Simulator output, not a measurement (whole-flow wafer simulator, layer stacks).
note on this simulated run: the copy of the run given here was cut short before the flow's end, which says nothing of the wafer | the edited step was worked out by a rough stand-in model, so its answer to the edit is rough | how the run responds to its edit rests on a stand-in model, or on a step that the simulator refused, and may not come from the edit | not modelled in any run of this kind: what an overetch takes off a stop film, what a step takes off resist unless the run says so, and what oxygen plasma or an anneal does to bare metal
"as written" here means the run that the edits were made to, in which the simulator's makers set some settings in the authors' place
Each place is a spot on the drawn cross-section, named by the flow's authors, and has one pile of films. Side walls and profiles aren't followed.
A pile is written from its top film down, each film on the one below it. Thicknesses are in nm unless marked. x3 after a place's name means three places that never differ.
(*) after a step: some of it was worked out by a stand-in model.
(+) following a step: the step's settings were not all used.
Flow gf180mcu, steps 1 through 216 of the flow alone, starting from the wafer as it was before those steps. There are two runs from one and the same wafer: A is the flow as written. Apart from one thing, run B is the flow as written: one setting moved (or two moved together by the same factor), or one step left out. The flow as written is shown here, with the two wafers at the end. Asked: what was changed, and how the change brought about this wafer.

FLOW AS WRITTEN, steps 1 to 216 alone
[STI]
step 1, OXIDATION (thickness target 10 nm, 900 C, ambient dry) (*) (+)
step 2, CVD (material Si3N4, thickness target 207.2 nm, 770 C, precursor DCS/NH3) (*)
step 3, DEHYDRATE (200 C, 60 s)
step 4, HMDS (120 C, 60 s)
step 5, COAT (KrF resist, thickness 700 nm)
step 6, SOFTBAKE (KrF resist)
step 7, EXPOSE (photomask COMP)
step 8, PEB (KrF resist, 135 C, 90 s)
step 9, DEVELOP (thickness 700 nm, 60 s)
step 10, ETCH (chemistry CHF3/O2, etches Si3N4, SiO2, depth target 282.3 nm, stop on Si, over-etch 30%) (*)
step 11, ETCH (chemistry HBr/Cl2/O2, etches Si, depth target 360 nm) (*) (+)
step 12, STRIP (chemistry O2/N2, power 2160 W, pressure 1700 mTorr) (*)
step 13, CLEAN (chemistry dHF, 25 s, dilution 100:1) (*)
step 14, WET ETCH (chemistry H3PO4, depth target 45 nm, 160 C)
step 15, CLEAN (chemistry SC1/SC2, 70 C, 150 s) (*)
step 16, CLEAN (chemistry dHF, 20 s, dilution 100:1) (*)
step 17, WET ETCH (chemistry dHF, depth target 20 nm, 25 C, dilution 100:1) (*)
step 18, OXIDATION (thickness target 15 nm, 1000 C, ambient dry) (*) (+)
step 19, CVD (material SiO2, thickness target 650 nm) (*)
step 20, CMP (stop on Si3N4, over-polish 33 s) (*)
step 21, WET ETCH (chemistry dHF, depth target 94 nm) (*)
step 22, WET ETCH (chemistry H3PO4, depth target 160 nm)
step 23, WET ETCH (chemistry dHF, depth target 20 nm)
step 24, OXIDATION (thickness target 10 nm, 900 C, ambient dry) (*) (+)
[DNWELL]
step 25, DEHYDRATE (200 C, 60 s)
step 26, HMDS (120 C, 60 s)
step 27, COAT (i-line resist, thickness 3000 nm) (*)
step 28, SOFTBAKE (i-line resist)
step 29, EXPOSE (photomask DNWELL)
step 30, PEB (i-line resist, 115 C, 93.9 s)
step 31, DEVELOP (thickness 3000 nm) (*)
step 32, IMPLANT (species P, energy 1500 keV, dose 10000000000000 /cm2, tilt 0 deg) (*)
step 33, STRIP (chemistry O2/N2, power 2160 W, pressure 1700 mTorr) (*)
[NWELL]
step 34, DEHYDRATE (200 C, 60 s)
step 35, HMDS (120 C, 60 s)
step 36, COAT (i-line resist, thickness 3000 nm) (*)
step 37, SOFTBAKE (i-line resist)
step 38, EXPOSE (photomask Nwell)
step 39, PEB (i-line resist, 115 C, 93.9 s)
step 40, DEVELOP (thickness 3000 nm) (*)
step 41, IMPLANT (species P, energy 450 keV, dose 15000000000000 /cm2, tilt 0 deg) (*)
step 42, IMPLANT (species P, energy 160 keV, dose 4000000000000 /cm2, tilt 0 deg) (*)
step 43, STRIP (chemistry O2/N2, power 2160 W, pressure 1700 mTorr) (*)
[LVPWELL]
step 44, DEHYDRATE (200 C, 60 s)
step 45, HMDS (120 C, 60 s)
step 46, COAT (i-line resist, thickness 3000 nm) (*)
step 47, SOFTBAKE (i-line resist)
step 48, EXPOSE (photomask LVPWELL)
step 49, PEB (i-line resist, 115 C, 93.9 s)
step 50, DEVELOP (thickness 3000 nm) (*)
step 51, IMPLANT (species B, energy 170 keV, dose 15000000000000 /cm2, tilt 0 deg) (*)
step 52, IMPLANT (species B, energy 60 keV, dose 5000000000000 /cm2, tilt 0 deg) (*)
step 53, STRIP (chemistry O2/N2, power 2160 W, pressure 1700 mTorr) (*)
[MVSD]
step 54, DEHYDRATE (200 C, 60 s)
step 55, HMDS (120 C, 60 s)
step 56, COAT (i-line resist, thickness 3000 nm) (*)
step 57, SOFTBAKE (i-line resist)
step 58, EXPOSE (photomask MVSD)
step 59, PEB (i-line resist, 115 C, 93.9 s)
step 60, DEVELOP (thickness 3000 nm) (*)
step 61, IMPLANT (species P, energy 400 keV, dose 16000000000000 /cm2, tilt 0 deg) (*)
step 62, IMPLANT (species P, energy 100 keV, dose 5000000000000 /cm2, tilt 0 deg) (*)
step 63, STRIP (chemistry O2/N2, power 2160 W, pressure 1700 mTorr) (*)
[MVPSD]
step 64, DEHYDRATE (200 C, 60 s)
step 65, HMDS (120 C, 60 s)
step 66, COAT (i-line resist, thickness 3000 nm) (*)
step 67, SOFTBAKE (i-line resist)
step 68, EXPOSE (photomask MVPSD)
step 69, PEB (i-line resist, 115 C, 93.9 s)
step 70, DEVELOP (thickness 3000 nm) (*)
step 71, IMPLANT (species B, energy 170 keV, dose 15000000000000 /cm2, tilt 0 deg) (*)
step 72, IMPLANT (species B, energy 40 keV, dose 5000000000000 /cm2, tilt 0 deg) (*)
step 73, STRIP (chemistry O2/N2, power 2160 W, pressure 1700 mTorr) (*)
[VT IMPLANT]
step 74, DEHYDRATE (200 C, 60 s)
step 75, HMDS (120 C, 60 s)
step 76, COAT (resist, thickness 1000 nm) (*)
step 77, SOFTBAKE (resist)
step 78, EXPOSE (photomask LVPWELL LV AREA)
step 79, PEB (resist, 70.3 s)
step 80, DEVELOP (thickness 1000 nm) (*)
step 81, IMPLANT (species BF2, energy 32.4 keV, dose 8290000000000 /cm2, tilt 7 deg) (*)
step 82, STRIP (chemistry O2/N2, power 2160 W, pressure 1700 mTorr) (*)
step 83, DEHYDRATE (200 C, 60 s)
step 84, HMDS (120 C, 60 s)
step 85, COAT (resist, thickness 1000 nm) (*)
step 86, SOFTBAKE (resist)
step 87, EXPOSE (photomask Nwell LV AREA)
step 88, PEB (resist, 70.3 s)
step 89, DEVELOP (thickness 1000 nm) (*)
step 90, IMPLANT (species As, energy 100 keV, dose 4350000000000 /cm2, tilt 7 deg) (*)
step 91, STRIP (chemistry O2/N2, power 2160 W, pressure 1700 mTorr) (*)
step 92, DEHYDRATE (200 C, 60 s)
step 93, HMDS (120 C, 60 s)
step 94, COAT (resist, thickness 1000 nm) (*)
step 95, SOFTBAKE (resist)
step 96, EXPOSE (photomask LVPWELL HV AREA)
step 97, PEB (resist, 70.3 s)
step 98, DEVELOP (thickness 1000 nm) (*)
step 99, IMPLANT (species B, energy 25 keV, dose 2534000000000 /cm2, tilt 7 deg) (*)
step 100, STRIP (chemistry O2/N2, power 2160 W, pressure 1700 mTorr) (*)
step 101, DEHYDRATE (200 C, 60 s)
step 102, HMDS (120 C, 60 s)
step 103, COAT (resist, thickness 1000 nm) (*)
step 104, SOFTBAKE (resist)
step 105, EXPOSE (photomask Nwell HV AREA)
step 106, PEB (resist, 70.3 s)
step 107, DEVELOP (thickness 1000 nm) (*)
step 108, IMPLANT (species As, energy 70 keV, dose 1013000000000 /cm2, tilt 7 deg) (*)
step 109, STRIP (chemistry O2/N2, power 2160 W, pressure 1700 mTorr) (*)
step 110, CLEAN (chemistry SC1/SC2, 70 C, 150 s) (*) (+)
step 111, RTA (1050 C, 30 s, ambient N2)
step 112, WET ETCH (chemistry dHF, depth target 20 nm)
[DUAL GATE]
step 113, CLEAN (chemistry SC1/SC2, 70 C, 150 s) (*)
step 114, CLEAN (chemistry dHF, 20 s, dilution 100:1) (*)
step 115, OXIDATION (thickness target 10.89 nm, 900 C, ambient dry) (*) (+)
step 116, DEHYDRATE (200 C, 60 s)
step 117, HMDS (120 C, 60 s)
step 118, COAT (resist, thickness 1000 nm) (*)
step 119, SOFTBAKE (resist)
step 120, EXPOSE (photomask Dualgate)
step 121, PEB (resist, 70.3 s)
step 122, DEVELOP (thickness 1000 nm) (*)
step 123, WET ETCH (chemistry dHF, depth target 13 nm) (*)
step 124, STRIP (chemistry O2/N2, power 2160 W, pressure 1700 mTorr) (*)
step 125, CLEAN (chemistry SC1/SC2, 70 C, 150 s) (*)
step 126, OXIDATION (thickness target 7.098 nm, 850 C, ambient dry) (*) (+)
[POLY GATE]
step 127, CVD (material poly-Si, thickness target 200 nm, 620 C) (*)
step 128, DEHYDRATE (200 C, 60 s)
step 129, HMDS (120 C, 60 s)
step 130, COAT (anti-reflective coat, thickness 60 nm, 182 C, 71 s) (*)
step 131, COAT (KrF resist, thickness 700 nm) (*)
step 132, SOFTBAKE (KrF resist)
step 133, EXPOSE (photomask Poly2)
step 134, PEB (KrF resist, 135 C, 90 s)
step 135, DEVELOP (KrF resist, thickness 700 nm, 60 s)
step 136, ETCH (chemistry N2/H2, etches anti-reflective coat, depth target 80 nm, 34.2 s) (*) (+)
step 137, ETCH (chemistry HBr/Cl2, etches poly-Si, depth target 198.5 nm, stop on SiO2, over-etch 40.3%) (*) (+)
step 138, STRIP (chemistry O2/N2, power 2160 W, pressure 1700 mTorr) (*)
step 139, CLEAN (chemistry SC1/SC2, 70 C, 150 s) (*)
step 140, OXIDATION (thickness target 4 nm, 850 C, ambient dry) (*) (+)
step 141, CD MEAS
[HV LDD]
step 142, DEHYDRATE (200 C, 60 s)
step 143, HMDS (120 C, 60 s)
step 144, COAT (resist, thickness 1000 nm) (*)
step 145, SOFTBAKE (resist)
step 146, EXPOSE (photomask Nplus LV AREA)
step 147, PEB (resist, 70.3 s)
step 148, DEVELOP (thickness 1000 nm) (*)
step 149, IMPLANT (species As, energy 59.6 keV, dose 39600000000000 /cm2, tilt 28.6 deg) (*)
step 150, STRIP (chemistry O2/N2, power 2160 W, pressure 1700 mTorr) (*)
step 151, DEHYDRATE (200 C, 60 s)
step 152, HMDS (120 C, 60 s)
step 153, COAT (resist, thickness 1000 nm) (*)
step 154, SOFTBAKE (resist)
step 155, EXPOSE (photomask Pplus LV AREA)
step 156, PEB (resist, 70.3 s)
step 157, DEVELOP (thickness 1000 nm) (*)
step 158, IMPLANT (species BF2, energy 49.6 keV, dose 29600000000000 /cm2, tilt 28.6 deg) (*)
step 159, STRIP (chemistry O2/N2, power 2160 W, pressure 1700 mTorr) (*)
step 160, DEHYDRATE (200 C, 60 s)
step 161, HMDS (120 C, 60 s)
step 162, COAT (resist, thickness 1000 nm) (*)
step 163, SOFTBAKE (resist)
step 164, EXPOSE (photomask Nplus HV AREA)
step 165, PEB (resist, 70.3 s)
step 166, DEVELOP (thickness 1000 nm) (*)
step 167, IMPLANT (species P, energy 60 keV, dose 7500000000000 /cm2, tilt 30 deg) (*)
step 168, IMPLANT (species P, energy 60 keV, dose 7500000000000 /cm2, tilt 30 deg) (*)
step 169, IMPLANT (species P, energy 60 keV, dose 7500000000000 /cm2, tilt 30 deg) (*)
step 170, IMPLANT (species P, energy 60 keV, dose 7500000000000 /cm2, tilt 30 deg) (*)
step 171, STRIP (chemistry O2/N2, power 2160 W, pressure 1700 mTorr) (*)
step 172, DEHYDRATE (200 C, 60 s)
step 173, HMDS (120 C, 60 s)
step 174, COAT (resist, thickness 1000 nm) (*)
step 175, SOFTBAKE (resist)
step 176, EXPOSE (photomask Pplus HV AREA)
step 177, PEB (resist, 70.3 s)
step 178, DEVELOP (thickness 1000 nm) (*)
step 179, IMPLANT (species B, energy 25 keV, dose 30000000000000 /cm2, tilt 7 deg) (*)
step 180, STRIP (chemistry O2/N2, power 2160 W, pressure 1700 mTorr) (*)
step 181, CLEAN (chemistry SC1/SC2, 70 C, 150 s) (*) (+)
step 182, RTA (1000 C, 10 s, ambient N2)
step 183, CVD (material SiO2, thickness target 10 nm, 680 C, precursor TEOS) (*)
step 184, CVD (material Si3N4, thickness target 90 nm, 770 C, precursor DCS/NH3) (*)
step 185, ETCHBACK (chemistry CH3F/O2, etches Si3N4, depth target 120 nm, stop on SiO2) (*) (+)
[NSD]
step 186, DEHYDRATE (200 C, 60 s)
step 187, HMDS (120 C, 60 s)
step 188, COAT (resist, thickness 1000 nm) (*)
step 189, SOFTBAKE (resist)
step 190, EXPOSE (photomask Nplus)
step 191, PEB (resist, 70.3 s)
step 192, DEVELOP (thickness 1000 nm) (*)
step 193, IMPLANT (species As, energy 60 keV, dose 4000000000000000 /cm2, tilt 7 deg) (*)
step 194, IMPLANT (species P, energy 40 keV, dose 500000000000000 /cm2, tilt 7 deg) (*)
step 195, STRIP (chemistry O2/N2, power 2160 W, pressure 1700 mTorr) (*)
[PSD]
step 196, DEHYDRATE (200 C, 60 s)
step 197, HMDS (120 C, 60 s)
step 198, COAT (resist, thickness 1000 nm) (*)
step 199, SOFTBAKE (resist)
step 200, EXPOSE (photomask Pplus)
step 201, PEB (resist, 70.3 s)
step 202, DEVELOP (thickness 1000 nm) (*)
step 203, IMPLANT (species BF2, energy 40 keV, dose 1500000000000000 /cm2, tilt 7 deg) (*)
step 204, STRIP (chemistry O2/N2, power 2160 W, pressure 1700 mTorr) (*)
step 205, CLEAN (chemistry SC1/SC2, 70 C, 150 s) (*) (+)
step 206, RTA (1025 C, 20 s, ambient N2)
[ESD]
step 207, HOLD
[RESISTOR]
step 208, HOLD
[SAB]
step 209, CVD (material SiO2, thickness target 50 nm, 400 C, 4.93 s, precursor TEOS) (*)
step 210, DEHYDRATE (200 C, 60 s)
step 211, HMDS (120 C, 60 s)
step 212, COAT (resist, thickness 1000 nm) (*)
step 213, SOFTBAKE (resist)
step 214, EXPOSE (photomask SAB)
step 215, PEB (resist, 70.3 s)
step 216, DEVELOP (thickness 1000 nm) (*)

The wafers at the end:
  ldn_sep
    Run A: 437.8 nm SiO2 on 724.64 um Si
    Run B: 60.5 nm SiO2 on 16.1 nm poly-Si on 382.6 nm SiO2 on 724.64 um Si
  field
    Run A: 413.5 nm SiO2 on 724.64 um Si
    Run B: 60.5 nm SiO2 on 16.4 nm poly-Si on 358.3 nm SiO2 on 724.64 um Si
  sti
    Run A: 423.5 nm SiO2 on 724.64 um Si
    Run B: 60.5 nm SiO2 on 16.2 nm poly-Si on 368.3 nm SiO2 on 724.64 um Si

Cause: step 127, CVD: thickness target 298 nm was run, while the flow as written has thickness target 200 nm.

Step by step, how the change led to this:
  step 127, CVD (material poly-Si, thickness target 200 nm, 620 C) (*)
      field, field__w1, field__w2 and 89 more: A +200 poly-Si (new film) | B +298 poly-Si (new film)
  step 137, ETCH (chemistry HBr/Cl2, etches poly-Si, depth target 198.5 nm, stop on SiO2, over-etch 40.3%) (*) (+)
      field__w3, field__w12, field_sub and 14 more: A -199 poly-Si (all of it), -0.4 SiO2 | B -278.5 poly-Si
      field__w6, sti, m1 and 11 more: A -198.8 poly-Si (all of it), -0.4 SiO2 | B -278.5 poly-Si
      (as well as at 33 more places)
  step 138, STRIP (chemistry O2/N2, power 2160 W, pressure 1700 mTorr) (*)
      field, field__w1, field__w2 and 61 more: A nothing | B +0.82 chemical SiO2 (new film), -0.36 poly-Si
  step 139, CLEAN (chemistry SC1/SC2, 70 C, 150 s) (*)
      field, field__w1, field__w2 and 34 more: A -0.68 SiO2 | B -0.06 chemical SiO2, -0.27 poly-Si
  step 140, OXIDATION (thickness target 4 nm, 850 C, ambient dry) (*) (+)
      field, field__w1, field__w2 and 21 more: A +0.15 SiO2, -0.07 Si | B +4 SiO2 (new film), -0.76 chemical SiO2 (all of it), -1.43 poly-Si
      active_hv, active_nat, ld_sd_n and 11 more: A +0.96 SiO2, -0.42 Si | B +4 SiO2 (new film), -0.76 chemical SiO2 (all of it), -1.43 poly-Si
      (as well as at 26 more places)
  step 144, COAT (resist, thickness 1000 nm) (*)
      polyc_n, polyc_p: A +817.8 resist (new film) | B +753.9 resist (new film)
      field_sub__w4: A +1047.7 resist (new film) | B +1070.5 resist (new film)
      (as well as at 30 more places)
  step 145, SOFTBAKE (resist)
      active_hv: A +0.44 resist | B -1.47 resist
      nw_enc_fld_lv__w3: A +2.63 resist | B -1.65 resist
      (as well as at 73 more places)
  step 147, PEB (resist, 70.3 s)
      polyc_n, polyc_n_rim, polyc_p, polyc_p_rim: A -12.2 resist | B -11 resist
      ldn_ch, ldn_acc, ldp_ch, ldp_acc: A -13 resist | B -11.9 resist
      (as well as at 27 more places)
  step 148, DEVELOP (thickness 1000 nm) (*)
      gate: A -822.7 resist (all of it) | B -758.4 resist (all of it)
      npoly_u: A -821.5 resist (all of it) | B -759.2 resist (all of it)
      (as well as at 3 more places)
  step 150, STRIP (chemistry O2/N2, power 2160 W, pressure 1700 mTorr) (*)
      field_sub__w4: A -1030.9 resist (all of it) | B -1053.3 resist (all of it)
      gate_hv: A -824.2 resist (all of it) | B -763.6 resist (all of it)
      (as well as at 25 more places)
  step 153, COAT (resist, thickness 1000 nm) (*)
      polyc_n, polyc_p: A +817.8 resist (new film) | B +753.9 resist (new film)
      field_sub__w4: A +1047.7 resist (new film) | B +1070.5 resist (new film)
      (as well as at 30 more places)
  step 154, SOFTBAKE (resist)
      active_hv: A +0.44 resist | B -1.47 resist
      nw_enc_fld_lv__w3: A +2.63 resist | B -1.65 resist
      (as well as at 73 more places)
  step 156, PEB (resist, 70.3 s)
      polyc_n, polyc_n_rim, polyc_p, polyc_p_rim: A -12.2 resist | B -11 resist
      ldn_ch, ldn_acc, ldp_ch, ldp_acc: A -13 resist | B -11.9 resist
      (as well as at 27 more places)
  step 157, DEVELOP (thickness 1000 nm) (*)
      gate_p: A -828.7 resist (all of it) | B -765.8 resist (all of it)
      ppoly_u: A -827 resist (all of it) | B -767 resist (all of it)
      (as well as at 3 more places)
  step 159, STRIP (chemistry O2/N2, power 2160 W, pressure 1700 mTorr) (*)
      field_sub__w4: A -1030.9 resist (all of it) | B -1053.3 resist (all of it)
      gate: A -822.7 resist (all of it) | B -758.4 resist (all of it)
      (as well as at 25 more places)
  step 162, COAT (resist, thickness 1000 nm) (*)
      polyc_n, polyc_p: A +817.8 resist (new film) | B +753.9 resist (new film)
      field_sub__w4: A +1047.7 resist (new film) | B +1070.5 resist (new film)
      (as well as at 30 more places)
  ... 23 further steps ...
  step 216, DEVELOP (thickness 1000 nm) (*)
      field__w3, field__w12: A -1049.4 resist (all of it) | B -1072.8 resist (all of it)
      field__w2: A -1035.2 resist (all of it) | B -1059 resist (all of it)
      (as well as at 43 more places)
